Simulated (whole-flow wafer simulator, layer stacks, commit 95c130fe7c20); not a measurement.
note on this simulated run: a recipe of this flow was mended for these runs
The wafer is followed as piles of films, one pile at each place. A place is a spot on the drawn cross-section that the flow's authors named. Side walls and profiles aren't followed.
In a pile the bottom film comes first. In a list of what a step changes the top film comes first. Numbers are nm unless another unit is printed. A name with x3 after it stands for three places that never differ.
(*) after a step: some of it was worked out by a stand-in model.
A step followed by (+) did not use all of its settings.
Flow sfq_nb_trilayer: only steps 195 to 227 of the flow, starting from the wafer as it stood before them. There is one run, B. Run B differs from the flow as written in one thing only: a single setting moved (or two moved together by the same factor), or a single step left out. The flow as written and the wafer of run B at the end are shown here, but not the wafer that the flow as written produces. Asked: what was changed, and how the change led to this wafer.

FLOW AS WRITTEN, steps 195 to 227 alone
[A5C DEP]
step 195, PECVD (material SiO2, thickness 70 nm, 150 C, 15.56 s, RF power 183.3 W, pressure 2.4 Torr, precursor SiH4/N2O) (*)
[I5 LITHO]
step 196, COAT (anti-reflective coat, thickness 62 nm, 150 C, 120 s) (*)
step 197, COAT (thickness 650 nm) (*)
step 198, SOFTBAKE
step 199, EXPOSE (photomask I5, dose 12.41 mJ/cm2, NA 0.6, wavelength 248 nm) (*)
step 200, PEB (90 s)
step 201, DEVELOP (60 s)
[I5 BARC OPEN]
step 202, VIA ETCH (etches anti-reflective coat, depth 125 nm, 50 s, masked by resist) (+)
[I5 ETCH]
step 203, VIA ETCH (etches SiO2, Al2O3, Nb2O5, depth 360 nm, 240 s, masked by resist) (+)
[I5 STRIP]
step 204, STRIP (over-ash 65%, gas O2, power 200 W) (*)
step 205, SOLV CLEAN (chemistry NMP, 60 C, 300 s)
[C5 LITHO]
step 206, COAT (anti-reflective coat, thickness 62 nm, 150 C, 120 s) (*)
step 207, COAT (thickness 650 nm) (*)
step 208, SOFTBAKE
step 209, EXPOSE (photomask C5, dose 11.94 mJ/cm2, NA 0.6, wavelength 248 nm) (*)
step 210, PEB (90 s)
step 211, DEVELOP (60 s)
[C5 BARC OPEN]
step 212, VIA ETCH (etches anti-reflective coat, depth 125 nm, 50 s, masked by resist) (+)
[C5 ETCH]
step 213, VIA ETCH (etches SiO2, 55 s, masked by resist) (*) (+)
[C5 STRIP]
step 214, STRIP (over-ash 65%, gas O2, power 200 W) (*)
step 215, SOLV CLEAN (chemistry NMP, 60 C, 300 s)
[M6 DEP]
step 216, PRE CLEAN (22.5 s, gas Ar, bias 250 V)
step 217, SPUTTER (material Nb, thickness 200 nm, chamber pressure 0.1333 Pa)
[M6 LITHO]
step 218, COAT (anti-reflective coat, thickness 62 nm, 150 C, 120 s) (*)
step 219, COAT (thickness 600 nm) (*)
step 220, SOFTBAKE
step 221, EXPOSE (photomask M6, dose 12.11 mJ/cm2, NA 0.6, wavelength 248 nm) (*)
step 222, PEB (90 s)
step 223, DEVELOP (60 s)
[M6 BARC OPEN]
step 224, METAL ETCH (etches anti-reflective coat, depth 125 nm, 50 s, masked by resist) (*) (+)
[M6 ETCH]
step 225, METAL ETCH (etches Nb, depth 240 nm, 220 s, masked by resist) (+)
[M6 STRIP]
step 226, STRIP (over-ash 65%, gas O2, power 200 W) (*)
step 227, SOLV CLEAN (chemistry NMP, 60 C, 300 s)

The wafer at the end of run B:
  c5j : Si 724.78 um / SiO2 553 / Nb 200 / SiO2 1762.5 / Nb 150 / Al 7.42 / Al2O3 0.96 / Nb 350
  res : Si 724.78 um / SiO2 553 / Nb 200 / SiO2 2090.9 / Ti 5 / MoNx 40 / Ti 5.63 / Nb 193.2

Cause: step 213, VIA ETCH: 43 s was run, while the flow as written has 55 s.

Step by step, how the change led to this:
  step 213, VIA ETCH (etches SiO2, 55 s, masked by resist) (*) (+)
      c5j: SiO2 loses 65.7 (as written it would have been: SiO2 loses 69.7 (all of it), Nb loses 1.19)
      res: SiO2 loses 65.7 (as written it would have been: SiO2 loses 69.7 (all of it), Ti loses 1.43)
      (and at 104 other places as well)
  step 216, PRE CLEAN (22.5 s, gas Ar, bias 250 V)
      c5j: SiO2 loses 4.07 (all of it), Nb loses 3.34 (as written it would have been: Nb loses 6.45)
      res: SiO2 loses 3.99 (all of it), Ti loses 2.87 (as written it would have been: Ti loses 4.53)
  step 218, COAT (anti-reflective coat, thickness 62 nm, 150 C, 120 s) (*)
      c5j: anti-reflective coat gains 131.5 (new film) (as written it would have been: anti-reflective coat gains 135.8 (new film))
      ce_r: anti-reflective coat gains 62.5 (new film) (as written it would have been: anti-reflective coat gains 61.2 (new film))
      (and at 1 other place as well)
  step 226, STRIP (over-ash 65%, gas O2, power 200 W) (*)
      c5j: KrF-resist-other-grade loses 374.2 (all of it), anti-reflective coat loses 131.5 (all of it) (as written it would have been: KrF-resist-other-grade loses 375.2 (all of it), anti-reflective coat loses 135.8 (all of it))
      ce_r: KrF-resist-other-grade loses 371.3 (all of it), anti-reflective coat loses 62.5 (all of it) (as written it would have been: KrF-resist-other-grade loses 372.2 (all of it), anti-reflective coat loses 61.2 (all of it))
      (and at 1 other place as well)
